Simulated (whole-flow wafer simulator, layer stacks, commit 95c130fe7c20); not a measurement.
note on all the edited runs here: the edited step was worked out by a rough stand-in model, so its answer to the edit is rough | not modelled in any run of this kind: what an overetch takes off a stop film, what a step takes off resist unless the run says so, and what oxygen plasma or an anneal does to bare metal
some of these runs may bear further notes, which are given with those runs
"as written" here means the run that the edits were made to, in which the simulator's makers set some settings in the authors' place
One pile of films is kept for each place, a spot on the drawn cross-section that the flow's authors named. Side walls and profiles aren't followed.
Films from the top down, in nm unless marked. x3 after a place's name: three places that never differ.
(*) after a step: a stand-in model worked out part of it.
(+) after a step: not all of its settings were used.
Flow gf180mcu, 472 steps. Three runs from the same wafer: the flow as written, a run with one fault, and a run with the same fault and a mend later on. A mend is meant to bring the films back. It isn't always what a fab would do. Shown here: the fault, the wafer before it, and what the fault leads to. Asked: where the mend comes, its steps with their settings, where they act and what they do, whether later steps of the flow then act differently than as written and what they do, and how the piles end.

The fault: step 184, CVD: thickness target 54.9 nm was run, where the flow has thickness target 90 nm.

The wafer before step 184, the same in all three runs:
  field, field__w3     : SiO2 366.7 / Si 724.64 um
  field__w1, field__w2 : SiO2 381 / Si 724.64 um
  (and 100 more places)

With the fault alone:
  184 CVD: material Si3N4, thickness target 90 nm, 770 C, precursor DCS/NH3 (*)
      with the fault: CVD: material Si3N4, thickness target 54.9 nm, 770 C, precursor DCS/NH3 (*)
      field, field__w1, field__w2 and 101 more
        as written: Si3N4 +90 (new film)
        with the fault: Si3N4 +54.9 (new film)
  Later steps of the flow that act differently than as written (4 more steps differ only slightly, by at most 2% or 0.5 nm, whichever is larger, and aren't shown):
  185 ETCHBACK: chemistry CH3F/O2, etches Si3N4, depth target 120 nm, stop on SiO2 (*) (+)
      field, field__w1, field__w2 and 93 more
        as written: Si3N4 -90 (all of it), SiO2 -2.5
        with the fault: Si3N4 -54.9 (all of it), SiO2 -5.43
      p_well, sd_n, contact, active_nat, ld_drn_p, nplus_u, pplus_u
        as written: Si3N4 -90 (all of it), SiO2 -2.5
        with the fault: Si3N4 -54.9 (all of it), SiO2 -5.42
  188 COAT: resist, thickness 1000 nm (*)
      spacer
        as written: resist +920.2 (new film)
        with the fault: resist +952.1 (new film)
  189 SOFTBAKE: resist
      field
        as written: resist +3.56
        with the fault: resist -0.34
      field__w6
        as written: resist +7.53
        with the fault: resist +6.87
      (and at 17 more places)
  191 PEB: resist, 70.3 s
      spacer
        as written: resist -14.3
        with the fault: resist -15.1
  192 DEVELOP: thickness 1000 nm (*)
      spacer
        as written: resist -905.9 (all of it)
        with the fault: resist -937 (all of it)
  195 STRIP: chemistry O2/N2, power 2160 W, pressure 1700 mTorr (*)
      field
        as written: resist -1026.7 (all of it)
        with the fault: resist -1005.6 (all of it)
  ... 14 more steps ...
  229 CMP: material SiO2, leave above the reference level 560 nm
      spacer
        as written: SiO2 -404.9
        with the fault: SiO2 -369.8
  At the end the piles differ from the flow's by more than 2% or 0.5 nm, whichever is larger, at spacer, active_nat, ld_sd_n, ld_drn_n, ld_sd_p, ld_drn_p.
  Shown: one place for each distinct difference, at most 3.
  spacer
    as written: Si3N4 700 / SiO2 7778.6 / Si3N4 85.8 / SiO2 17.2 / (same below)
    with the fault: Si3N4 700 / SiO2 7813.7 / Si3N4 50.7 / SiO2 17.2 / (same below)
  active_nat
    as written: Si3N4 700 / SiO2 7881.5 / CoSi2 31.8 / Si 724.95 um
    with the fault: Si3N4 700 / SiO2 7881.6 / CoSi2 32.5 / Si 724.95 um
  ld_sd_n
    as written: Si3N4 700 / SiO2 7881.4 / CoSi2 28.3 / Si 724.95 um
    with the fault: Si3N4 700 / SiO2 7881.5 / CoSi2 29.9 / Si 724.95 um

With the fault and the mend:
  The mend comes after step 184.
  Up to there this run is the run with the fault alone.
  184a CVD: material Si3N4, thickness target 35.1 nm, 770 C, precursor DCS/NH3 (*) (the flow's step 184 once more, with other settings)
      field, field__w1, field__w2 and 101 more
        Si3N4 +35.1
  No later step of the flow acts differently than as written, at any place that is followed, by more than 2% or 0.5 nm, whichever is larger.
  At the end the piles are the same as the flow's at every place that both follow.
